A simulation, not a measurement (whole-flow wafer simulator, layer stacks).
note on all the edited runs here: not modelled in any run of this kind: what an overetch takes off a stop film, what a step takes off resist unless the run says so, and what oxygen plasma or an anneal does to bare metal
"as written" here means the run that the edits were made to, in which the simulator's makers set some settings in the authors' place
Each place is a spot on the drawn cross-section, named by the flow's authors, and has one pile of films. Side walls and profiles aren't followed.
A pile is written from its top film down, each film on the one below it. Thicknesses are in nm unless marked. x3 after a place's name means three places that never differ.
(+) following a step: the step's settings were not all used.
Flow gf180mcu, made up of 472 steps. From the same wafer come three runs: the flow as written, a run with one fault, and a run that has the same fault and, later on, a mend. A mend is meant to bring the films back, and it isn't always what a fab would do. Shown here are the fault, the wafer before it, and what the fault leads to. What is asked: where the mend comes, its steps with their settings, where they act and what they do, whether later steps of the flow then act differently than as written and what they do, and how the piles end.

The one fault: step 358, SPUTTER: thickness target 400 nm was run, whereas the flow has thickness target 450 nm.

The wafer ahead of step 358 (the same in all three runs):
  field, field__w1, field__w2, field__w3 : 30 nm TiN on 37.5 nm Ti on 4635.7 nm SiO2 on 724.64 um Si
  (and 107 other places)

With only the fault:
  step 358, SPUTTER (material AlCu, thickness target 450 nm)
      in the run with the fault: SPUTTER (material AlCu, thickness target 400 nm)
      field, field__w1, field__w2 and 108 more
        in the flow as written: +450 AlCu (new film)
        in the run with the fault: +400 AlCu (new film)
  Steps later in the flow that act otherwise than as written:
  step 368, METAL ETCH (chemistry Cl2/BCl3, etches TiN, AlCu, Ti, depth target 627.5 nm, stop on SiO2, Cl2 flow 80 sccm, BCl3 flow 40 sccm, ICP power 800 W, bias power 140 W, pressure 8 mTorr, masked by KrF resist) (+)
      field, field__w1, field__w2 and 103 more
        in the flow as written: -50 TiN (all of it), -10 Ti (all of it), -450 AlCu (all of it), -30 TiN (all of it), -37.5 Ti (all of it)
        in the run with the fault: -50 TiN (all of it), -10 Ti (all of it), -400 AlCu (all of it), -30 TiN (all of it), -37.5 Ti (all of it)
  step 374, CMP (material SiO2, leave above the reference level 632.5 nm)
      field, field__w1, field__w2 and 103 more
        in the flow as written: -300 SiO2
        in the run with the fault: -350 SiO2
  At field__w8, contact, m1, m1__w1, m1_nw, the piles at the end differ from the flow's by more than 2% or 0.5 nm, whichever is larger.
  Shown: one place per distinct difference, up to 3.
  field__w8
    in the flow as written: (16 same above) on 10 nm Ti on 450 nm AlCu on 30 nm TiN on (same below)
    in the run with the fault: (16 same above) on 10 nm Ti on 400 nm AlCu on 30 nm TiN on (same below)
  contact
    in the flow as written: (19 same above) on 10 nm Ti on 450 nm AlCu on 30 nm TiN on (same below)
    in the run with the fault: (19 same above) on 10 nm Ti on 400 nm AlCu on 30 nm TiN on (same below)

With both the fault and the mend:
  The mend stands after step 358.
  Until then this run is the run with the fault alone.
  step 358a, SPUTTER (material AlCu, thickness target 50 nm) (the flow's step 358, run once more with other settings)
      field, field__w1, field__w2 and 108 more
        +50 AlCu
  Later steps of the flow that are run all act as written at every place that is followed.
  At every place that both follow, the piles at the end match the flow's.
